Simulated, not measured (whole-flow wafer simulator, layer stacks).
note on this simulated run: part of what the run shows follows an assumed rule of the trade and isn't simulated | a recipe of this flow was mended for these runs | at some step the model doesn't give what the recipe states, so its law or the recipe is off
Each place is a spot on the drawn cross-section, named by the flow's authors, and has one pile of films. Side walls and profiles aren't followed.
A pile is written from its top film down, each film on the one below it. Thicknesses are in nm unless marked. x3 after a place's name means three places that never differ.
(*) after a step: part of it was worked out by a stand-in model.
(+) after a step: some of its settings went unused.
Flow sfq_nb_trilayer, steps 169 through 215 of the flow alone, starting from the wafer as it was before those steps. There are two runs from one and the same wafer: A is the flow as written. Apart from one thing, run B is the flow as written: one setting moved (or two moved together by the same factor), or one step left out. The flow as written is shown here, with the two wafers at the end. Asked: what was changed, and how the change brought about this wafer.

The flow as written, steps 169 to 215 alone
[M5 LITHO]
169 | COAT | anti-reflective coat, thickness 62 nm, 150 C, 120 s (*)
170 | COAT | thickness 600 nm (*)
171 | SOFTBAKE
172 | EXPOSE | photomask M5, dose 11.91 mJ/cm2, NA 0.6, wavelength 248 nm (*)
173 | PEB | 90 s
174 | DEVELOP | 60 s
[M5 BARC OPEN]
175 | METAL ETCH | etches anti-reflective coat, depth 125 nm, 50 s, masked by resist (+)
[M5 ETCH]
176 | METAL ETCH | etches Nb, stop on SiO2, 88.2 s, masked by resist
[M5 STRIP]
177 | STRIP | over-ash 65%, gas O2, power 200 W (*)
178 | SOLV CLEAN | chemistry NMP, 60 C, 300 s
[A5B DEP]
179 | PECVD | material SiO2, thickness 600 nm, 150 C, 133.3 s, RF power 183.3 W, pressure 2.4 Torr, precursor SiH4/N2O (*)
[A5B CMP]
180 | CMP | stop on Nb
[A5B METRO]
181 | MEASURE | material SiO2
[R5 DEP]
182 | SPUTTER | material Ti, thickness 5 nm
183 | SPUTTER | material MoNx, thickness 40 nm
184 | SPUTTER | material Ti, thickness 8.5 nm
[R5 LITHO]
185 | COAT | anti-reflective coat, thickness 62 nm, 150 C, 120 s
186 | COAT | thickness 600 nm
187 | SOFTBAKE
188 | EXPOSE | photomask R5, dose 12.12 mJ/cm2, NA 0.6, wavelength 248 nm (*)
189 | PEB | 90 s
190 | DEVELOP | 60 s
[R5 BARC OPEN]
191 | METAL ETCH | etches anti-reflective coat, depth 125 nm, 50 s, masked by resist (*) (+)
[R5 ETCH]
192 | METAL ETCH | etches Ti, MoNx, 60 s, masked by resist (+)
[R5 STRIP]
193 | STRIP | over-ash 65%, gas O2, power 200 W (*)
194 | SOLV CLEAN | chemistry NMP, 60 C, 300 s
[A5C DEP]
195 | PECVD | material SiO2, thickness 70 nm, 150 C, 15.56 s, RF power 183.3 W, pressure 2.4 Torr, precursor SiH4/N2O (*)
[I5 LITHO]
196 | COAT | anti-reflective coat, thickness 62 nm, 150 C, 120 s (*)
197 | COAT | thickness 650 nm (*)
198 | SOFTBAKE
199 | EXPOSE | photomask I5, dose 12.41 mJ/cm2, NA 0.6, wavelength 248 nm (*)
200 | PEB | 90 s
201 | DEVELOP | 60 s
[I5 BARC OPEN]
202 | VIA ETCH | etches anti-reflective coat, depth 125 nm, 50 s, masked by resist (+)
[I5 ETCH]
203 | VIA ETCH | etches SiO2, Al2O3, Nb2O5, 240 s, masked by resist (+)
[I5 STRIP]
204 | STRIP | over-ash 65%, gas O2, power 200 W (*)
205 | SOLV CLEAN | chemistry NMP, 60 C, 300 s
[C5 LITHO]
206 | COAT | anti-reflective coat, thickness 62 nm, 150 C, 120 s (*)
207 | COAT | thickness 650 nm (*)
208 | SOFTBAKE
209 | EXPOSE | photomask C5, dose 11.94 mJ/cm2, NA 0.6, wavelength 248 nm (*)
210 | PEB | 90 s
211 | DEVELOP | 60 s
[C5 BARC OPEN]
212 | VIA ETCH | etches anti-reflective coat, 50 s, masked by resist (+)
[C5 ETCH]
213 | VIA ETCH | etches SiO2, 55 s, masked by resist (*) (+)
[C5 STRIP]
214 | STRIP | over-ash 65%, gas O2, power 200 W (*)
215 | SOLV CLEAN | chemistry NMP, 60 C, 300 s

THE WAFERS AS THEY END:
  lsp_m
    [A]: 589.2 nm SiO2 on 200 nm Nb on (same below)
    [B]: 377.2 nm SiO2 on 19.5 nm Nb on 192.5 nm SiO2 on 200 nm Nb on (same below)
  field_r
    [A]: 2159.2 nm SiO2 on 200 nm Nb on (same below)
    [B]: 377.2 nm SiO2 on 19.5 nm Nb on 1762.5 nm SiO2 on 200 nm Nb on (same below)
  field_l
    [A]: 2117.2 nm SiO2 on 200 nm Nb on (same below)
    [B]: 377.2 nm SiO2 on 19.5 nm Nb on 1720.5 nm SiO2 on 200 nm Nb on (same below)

What caused this: step 176, METAL ETCH: 54 s was run, whereas the flow has 88.2 s.

Step by step, how the change led to this:
  176 | METAL ETCH | etches Nb, stop on SiO2, 88.2 s, masked by resist
      field_l, res, r_end and 47 more: A -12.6 Al2O3 (all of it), -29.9 Nb2O5 (all of it), -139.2 Nb (all of it), -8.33 SiO2 | B -12.6 Al2O3 (all of it), -29.9 Nb2O5 (all of it), -119.7 Nb
      r_sur, wl_a_m6: A -12.5 Al2O3 (all of it), -29.9 Nb2O5 (all of it), -139.2 Nb (all of it), -8.33 SiO2 | B -12.5 Al2O3 (all of it), -29.9 Nb2O5 (all of it), -119.8 Nb
      (also at 54 further places)
  177 | STRIP | over-ash 65%, gas O2, power 200 W (*)
      l0r_line_l x3, l0r_space_c x19, m0r_space_l x2 and 6 more: A -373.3 KrF-resist-other-grade (all of it), -62 anti-reflective coat (all of it) | B -424.7 KrF-resist-other-grade (all of it), -62 anti-reflective coat (all of it)
      v_sur: A -366.5 KrF-resist-other-grade (all of it), -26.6 anti-reflective coat (all of it) | B -417.8 KrF-resist-other-grade (all of it), -26.6 anti-reflective coat (all of it)
      (also at 22 further places)
  179 | PECVD | material SiO2, thickness 600 nm, 150 C, 133.3 s, RF power 183.3 W, pressure 2.4 Torr, precursor SiH4/N2O (*)
      field_l, lsp_m, ln_m6 and 44 more: A +600 SiO2 | B +600 SiO2 (new film)
      r_sur, res, r_end, moat, field_r, lsp_l: A +593.1 SiO2 | B +600 SiO2 (new film)
  180 | CMP | stop on Nb
      field_l, lsp_m, ln_m6 and 44 more: A -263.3 SiO2 | B -291.1 SiO2
      r_sur, res, r_end, moat, field_r, lsp_l: A -256.4 SiO2 | B -291.1 SiO2
Taking metal films that touch as one body, lsp_m has 3 bodies (between them, from the top down: SiO2 192.5; SiO2 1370); the flow as written gives 2 bodies (between them, from the top down: SiO2 1370).
Taking metal films that touch as one body, field_r has 2 bodies (between them, from the top down: SiO2 1762.5); the flow as written gives 1 body.
Taking metal films that touch as one body, field_l has 3 bodies (between them, from the top down: SiO2 1720.5; SiO2 55); the flow as written gives 2 bodies (between them, from the top down: SiO2 55).
